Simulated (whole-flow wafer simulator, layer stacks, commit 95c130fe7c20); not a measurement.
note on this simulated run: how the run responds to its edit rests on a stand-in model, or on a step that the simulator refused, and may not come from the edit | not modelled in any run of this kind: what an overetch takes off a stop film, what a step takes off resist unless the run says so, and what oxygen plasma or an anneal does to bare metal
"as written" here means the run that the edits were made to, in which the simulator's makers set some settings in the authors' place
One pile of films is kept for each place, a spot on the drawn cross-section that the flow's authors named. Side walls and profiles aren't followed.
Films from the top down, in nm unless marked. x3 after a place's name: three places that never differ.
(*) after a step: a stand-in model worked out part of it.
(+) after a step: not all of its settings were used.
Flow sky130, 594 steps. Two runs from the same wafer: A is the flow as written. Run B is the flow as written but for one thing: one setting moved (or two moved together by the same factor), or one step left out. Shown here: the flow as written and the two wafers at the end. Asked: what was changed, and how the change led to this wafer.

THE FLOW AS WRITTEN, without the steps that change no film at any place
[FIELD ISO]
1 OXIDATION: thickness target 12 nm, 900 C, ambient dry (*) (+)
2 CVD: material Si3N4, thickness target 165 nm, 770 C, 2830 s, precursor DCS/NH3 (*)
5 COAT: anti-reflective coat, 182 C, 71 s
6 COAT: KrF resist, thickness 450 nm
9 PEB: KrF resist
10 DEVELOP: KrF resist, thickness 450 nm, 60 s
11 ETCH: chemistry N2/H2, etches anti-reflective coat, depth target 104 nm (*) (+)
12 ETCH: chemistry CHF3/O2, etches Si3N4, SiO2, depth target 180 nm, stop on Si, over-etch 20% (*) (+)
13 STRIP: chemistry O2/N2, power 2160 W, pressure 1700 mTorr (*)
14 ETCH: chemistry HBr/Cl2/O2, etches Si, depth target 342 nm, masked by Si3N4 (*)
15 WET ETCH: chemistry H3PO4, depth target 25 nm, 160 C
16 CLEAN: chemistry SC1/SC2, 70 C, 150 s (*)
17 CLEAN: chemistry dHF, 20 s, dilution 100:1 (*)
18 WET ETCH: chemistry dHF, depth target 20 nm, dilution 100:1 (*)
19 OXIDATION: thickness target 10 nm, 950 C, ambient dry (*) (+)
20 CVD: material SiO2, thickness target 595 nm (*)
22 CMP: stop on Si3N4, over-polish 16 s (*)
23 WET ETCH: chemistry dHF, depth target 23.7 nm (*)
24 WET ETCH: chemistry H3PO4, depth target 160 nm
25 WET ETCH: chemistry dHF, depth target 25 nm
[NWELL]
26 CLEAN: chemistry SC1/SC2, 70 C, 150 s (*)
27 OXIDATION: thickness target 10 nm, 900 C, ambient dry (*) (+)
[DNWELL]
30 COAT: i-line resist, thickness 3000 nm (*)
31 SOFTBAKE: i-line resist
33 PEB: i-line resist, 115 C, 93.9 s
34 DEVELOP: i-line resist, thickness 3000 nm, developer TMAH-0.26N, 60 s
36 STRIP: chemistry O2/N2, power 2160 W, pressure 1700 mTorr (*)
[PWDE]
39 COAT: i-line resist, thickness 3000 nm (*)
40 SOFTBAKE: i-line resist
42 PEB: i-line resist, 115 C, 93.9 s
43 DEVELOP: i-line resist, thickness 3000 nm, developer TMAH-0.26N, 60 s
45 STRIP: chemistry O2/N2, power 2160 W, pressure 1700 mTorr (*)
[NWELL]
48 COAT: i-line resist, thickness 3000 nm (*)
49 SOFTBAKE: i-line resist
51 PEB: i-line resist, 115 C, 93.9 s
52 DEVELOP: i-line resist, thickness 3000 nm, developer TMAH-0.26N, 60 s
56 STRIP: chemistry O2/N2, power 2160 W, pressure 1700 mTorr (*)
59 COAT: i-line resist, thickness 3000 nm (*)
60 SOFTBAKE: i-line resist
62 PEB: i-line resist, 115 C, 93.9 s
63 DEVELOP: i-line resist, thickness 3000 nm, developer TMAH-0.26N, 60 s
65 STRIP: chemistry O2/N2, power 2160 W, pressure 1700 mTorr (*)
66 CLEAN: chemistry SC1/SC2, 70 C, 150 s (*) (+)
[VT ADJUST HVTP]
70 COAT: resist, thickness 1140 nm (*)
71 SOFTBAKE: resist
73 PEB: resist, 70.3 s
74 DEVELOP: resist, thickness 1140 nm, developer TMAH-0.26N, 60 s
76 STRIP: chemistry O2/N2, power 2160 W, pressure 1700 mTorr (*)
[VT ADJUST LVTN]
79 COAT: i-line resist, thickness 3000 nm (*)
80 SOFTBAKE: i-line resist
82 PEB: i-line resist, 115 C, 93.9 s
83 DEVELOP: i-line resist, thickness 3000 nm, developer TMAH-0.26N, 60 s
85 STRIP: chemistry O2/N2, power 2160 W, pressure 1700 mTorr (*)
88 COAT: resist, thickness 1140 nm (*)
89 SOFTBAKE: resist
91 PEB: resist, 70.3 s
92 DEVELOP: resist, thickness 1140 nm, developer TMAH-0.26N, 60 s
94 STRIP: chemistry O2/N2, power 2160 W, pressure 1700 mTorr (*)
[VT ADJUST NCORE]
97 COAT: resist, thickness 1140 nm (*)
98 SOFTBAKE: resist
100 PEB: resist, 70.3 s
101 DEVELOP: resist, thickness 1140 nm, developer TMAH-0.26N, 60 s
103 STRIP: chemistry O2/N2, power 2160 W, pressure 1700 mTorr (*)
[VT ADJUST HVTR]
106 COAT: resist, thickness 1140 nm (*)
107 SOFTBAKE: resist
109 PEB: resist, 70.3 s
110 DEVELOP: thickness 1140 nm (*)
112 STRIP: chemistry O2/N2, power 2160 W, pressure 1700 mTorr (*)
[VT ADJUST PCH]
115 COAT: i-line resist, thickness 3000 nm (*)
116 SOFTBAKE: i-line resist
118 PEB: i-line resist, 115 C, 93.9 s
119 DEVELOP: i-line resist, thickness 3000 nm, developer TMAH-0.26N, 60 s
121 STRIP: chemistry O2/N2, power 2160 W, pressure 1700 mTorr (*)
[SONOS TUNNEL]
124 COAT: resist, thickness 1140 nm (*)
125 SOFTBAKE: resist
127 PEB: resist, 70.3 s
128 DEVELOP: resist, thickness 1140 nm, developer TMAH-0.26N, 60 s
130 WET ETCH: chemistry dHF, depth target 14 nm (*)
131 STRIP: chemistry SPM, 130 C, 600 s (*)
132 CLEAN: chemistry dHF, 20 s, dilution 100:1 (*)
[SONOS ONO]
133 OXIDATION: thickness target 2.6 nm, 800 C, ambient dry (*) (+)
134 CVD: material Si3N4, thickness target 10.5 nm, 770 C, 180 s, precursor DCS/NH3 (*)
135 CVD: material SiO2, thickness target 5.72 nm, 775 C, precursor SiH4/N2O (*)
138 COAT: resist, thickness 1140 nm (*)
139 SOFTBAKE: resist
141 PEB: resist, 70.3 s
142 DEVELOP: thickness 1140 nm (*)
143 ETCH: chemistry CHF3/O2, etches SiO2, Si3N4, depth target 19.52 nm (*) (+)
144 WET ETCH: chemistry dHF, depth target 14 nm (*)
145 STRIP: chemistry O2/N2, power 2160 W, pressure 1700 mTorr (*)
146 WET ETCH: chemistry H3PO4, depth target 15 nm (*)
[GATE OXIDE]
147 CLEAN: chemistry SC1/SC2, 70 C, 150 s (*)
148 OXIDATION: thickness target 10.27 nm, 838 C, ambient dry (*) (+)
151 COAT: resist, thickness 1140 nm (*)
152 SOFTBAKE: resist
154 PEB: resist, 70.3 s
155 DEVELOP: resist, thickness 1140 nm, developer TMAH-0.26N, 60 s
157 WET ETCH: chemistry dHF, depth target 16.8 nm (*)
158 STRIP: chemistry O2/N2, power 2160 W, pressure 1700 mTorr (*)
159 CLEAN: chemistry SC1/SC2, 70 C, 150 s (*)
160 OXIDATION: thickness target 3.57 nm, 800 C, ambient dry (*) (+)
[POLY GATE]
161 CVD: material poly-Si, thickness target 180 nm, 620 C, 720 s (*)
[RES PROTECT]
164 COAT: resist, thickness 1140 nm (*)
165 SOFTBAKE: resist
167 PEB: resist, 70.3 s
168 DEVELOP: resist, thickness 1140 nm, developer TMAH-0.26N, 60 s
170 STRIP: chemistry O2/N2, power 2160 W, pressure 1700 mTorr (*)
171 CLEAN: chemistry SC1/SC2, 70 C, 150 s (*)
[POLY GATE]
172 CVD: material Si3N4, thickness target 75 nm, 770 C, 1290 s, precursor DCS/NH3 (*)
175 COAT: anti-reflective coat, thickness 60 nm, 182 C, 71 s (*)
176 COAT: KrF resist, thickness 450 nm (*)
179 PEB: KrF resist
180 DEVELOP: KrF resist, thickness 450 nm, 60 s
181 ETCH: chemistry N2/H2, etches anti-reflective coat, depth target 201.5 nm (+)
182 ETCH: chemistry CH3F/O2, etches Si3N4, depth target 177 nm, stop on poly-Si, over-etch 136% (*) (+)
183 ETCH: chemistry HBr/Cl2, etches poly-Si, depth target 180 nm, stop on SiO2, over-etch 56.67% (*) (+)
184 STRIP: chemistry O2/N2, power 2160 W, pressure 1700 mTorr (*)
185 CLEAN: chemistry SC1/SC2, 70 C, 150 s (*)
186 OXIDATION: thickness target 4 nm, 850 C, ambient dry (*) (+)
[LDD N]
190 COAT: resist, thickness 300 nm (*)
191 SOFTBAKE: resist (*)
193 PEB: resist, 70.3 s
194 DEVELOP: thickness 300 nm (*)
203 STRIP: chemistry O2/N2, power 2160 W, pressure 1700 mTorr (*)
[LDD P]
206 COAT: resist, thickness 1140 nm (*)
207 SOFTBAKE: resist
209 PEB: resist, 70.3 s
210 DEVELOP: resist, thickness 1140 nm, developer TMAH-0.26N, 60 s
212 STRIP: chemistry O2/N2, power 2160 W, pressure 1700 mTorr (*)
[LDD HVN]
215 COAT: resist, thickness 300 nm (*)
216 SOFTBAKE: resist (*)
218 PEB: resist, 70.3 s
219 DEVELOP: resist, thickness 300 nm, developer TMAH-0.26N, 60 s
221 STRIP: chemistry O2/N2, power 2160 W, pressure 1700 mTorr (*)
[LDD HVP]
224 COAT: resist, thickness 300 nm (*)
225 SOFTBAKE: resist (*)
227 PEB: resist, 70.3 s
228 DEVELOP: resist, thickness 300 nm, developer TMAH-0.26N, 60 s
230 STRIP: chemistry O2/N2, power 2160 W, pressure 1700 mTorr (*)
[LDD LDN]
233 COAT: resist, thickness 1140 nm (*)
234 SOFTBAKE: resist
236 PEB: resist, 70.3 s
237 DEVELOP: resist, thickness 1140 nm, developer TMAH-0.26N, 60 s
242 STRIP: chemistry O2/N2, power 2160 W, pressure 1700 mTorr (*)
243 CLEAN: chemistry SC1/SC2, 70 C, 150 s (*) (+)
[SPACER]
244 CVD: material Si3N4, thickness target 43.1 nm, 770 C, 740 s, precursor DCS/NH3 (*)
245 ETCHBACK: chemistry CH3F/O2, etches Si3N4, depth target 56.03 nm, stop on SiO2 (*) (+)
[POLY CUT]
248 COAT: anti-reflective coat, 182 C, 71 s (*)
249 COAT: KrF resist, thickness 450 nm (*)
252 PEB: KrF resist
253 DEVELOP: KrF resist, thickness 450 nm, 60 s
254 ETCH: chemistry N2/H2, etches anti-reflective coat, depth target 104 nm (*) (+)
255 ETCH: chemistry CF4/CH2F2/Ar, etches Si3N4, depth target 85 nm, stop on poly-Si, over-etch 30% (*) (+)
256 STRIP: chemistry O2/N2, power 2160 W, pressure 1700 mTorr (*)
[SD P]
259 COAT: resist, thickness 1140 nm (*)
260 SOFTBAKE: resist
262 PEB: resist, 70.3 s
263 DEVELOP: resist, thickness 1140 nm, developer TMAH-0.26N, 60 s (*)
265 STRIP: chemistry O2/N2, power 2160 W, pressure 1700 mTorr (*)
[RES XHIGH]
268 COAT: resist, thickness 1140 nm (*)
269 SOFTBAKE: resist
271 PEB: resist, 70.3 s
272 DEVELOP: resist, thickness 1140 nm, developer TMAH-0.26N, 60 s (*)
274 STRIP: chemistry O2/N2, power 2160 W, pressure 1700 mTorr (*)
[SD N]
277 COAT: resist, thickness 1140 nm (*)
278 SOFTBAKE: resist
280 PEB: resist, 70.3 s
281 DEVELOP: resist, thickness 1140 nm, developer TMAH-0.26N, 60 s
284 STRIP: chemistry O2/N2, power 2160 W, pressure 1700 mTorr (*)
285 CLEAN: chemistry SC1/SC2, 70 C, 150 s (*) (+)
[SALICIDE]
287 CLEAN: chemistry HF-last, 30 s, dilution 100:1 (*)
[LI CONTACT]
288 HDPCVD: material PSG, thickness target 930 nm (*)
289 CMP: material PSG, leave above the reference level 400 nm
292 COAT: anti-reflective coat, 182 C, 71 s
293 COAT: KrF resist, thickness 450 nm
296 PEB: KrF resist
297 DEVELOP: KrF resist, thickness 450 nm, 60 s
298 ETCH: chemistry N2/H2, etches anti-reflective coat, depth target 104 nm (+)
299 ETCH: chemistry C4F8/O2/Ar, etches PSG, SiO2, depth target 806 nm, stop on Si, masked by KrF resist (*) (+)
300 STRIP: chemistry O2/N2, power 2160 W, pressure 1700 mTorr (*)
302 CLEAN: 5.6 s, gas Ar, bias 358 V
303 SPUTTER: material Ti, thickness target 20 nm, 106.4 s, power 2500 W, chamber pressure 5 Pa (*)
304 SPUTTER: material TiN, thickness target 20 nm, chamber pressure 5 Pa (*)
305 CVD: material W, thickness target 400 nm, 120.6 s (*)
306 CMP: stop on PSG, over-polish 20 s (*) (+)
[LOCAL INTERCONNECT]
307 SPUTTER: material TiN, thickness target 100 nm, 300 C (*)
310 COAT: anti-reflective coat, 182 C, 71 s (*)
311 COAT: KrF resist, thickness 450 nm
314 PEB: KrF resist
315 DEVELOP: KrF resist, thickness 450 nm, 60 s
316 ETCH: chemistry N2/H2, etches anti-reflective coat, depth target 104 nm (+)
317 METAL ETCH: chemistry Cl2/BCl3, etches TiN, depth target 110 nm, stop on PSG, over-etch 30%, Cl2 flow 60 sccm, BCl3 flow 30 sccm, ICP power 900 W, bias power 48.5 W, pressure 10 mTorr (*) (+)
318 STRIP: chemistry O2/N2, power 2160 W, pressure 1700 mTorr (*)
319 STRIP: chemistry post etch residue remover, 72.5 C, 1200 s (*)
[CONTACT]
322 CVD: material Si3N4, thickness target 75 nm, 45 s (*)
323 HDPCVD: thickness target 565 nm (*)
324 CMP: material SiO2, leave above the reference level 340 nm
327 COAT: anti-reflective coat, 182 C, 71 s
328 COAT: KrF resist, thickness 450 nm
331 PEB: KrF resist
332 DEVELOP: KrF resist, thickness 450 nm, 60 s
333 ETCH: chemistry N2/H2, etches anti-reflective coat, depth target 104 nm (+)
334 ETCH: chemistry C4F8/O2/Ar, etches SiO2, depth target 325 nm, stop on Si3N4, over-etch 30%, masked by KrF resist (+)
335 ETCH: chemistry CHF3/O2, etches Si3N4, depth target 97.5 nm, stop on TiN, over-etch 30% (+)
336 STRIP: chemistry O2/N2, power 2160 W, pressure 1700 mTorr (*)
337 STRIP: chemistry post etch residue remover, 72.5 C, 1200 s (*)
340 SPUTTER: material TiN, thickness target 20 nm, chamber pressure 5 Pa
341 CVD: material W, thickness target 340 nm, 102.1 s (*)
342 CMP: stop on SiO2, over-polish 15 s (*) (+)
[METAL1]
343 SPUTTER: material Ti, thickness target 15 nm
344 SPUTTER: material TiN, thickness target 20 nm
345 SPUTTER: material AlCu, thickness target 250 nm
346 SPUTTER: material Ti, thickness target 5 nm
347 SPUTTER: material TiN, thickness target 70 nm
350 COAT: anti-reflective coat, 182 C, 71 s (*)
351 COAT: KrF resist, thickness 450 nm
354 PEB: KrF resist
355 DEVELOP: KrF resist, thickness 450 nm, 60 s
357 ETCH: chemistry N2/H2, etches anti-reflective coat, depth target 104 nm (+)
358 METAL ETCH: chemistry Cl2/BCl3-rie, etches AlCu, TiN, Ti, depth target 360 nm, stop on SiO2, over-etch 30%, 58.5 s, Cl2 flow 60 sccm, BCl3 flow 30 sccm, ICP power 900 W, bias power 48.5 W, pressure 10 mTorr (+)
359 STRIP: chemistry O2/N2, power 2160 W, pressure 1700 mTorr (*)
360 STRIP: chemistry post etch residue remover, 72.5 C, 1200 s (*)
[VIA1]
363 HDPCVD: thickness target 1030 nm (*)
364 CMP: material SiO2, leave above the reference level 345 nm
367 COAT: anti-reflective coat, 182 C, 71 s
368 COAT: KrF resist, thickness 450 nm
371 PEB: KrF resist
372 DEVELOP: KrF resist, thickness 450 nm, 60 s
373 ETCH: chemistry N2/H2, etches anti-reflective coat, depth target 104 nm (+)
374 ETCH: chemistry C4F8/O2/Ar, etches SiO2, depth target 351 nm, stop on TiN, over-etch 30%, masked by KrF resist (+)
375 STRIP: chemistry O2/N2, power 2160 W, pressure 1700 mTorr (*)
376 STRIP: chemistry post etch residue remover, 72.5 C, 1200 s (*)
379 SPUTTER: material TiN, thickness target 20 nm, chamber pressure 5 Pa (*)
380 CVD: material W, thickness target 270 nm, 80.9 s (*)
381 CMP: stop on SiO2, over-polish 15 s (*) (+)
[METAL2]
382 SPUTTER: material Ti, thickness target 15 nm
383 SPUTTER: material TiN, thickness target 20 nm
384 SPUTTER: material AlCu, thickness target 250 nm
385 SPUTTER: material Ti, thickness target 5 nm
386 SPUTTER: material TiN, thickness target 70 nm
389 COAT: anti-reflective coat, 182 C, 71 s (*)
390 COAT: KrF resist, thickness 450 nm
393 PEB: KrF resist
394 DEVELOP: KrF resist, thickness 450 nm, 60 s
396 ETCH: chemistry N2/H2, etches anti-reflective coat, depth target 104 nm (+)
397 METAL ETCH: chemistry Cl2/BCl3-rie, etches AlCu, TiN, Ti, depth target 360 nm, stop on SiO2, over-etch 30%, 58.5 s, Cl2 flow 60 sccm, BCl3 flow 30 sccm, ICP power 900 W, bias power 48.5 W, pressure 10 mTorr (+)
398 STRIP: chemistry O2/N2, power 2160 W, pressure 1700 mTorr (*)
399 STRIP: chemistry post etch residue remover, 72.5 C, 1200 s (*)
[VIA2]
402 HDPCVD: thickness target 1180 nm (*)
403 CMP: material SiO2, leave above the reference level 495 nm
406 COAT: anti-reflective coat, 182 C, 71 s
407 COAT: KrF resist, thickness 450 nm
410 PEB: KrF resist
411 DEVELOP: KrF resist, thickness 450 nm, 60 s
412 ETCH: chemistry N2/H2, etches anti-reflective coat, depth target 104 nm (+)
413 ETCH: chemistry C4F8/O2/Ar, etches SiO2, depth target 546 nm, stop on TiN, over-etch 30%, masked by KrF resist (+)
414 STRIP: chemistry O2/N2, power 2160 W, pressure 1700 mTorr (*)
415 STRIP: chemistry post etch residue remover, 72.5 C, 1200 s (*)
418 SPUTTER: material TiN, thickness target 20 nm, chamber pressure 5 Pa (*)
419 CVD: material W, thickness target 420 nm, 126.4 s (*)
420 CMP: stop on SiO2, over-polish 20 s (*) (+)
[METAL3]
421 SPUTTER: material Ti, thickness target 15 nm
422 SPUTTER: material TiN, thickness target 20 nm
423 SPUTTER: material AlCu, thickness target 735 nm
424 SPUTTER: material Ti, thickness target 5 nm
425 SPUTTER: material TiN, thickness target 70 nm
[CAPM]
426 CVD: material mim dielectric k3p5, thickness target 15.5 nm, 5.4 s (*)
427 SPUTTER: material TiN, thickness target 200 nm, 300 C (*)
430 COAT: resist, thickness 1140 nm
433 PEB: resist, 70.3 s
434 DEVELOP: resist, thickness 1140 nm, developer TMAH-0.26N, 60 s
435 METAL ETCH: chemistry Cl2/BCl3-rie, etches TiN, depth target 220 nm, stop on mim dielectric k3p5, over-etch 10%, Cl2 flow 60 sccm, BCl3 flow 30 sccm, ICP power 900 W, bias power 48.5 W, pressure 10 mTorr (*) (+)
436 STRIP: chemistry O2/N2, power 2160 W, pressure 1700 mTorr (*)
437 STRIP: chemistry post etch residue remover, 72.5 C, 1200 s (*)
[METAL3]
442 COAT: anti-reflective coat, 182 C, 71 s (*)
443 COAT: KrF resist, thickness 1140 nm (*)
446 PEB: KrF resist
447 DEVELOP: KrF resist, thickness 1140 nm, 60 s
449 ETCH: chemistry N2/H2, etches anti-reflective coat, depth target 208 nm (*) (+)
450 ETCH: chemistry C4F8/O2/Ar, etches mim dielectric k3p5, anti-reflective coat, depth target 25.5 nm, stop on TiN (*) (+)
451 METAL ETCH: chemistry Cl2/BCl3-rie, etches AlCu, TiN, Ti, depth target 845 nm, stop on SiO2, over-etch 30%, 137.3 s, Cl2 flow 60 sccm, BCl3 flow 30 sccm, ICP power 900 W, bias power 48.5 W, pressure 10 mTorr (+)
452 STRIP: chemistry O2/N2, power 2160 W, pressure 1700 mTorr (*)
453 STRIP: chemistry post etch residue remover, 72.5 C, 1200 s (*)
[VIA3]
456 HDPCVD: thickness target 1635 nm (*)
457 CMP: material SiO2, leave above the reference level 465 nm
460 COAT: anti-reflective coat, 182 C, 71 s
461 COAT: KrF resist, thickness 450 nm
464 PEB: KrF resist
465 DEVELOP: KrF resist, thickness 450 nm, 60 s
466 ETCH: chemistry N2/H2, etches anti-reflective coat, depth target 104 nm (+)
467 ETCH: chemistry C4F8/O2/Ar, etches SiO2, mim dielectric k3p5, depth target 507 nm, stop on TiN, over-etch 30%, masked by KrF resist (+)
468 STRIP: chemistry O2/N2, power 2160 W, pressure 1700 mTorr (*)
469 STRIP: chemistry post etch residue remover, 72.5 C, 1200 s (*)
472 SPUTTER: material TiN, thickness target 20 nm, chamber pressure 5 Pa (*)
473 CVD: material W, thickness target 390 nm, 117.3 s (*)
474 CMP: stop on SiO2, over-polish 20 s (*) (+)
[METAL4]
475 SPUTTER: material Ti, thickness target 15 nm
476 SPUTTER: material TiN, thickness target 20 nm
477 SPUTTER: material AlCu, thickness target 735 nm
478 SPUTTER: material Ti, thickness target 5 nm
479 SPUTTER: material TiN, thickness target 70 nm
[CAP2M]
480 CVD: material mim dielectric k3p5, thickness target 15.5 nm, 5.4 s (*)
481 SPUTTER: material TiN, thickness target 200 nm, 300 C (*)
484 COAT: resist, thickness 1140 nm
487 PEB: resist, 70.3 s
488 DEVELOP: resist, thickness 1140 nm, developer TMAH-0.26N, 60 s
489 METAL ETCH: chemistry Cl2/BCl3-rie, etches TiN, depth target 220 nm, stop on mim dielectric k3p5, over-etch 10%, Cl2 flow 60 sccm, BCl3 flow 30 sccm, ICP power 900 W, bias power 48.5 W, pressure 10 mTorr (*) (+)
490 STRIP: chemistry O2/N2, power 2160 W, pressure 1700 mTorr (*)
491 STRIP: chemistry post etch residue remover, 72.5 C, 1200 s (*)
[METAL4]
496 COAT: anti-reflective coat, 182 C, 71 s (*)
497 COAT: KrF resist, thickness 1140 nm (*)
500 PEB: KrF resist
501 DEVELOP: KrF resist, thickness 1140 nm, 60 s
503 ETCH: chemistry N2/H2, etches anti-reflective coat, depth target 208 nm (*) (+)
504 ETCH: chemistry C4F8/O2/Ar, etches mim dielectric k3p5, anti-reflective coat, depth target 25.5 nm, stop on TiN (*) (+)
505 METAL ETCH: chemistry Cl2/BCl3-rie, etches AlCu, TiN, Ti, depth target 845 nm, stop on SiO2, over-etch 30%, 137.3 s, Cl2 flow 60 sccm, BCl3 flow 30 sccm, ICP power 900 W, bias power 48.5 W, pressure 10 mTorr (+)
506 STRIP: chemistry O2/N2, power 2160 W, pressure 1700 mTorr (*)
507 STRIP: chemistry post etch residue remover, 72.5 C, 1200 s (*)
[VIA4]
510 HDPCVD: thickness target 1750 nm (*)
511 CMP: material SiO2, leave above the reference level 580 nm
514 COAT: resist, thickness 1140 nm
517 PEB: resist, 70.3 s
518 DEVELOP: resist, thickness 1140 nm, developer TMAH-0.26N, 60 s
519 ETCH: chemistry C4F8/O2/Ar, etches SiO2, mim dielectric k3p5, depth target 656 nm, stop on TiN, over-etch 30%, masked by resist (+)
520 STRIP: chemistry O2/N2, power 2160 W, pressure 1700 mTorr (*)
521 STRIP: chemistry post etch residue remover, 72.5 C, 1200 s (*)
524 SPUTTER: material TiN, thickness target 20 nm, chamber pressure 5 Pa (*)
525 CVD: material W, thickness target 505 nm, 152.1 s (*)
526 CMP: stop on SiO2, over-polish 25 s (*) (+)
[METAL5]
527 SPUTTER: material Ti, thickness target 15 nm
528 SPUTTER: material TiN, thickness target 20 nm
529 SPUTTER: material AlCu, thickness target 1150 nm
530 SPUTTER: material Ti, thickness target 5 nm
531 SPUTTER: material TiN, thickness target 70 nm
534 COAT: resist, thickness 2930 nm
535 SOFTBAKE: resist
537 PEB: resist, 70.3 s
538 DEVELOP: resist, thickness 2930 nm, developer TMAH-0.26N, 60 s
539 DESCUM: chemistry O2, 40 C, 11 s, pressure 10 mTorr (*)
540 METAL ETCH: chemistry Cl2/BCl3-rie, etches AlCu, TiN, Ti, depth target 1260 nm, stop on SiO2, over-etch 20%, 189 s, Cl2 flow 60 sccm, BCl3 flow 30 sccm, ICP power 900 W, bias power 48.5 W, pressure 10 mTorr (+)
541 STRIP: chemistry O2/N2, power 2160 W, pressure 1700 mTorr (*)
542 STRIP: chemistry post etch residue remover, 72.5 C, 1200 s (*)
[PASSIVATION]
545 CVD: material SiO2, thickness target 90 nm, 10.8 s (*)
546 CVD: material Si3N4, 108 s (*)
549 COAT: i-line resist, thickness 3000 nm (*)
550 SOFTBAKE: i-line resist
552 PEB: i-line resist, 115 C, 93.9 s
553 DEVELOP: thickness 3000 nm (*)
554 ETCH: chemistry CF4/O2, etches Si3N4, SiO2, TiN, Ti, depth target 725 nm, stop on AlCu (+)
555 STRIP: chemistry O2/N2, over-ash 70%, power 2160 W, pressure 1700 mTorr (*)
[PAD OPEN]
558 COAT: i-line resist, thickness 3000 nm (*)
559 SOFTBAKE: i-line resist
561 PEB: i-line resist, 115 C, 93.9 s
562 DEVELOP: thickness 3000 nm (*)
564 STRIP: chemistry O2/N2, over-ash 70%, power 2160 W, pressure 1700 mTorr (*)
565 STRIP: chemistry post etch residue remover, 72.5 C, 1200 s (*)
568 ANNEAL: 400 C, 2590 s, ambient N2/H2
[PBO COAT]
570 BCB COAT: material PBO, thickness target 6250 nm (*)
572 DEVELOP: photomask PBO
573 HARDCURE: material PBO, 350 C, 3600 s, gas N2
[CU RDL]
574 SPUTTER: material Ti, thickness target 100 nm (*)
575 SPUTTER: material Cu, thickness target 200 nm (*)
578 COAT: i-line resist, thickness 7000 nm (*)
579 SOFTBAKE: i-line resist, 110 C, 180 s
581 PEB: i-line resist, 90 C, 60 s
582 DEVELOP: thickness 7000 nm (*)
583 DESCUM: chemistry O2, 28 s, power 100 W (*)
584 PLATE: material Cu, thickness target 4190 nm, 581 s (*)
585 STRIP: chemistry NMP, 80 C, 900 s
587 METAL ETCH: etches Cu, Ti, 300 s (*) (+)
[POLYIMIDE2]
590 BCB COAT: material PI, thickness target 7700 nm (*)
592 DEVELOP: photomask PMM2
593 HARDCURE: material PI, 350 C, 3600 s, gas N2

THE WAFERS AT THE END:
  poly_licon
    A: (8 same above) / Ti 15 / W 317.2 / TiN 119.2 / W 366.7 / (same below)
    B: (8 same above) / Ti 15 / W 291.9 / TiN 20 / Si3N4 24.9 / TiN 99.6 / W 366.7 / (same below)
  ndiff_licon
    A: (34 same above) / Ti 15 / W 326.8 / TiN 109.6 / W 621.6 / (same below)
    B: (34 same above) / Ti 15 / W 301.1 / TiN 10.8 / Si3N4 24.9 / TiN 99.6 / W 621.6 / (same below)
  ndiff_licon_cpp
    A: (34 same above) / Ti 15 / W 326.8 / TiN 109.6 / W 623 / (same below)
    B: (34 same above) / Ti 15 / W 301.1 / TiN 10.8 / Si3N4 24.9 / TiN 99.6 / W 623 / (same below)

The cause: step 335, ETCH: depth target 49.7 nm was run, where the flow has depth target 97.5 nm.

How the change led to this, step by step:
  335 ETCH: chemistry CHF3/O2, etches Si3N4, depth target 97.5 nm, stop on TiN, over-etch 30% (+)
      poly_licon, ndiff_licon, ndiff_licon_cpp, rpo_hd_licon: A Si3N4 -75 (all of it) | B Si3N4 -49.7
      field, active, n_well and 184 more: A KrF resist -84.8 | B KrF resist -43.2
  336 STRIP: chemistry O2/N2, power 2160 W, pressure 1700 mTorr (*)
      field, active, n_well and 184 more: A KrF resist -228 (all of it), anti-reflective coat -80 (all of it) | B KrF resist -269.6 (all of it), anti-reflective coat -80 (all of it)
  340 SPUTTER: material TiN, thickness target 20 nm, chamber pressure 5 Pa
      ndiff_licon, ndiff_licon_cpp, rpo_hd_licon: A TiN +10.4 | B TiN +10.8 (new film)
      poly_licon: A TiN +20 | B TiN +20 (new film)
  341 CVD: material W, thickness target 340 nm, 102.1 s (*)
      ndiff_licon, ndiff_licon_cpp, rpo_hd_licon: A W +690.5 (new film) | B W +664.8 (new film)
  342 CMP: stop on SiO2, over-polish 15 s (*) (+)
      poly_licon: A W -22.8 | B W -48.1
Counting metal films that touch as one body, poly_licon has 3 bodies (between them, from the top down: Si3N4 24.9; void 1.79); the flow as written gives 2 bodies (between them, from the top down: void 1.79).
Counting metal films that touch as one body, ndiff_licon has 7 bodies (between them, from the top down: SiO2 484 / mim dielectric k3p5 15.5; SiO2 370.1 / mim dielectric k3p5 15.5; SiO2 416; SiO2 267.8; Si3N4 24.9; void 1.78); the flow as written gives 6 bodies (between them, from the top down: SiO2 484 / mim dielectric k3p5 15.5; SiO2 370.1 / mim dielectric k3p5 15.5; SiO2 416; SiO2 267.8; void 1.78).
Counting metal films that touch as one body, ndiff_licon_cpp has 7 bodies (between them, from the top down: SiO2 484 / mim dielectric k3p5 15.5; SiO2 370.1 / mim dielectric k3p5 15.5; SiO2 416; SiO2 267.8; Si3N4 24.9; void 1.78); the flow as written gives 6 bodies (between them, from the top down: SiO2 484 / mim dielectric k3p5 15.5; SiO2 370.1 / mim dielectric k3p5 15.5; SiO2 416; SiO2 267.8; void 1.78).
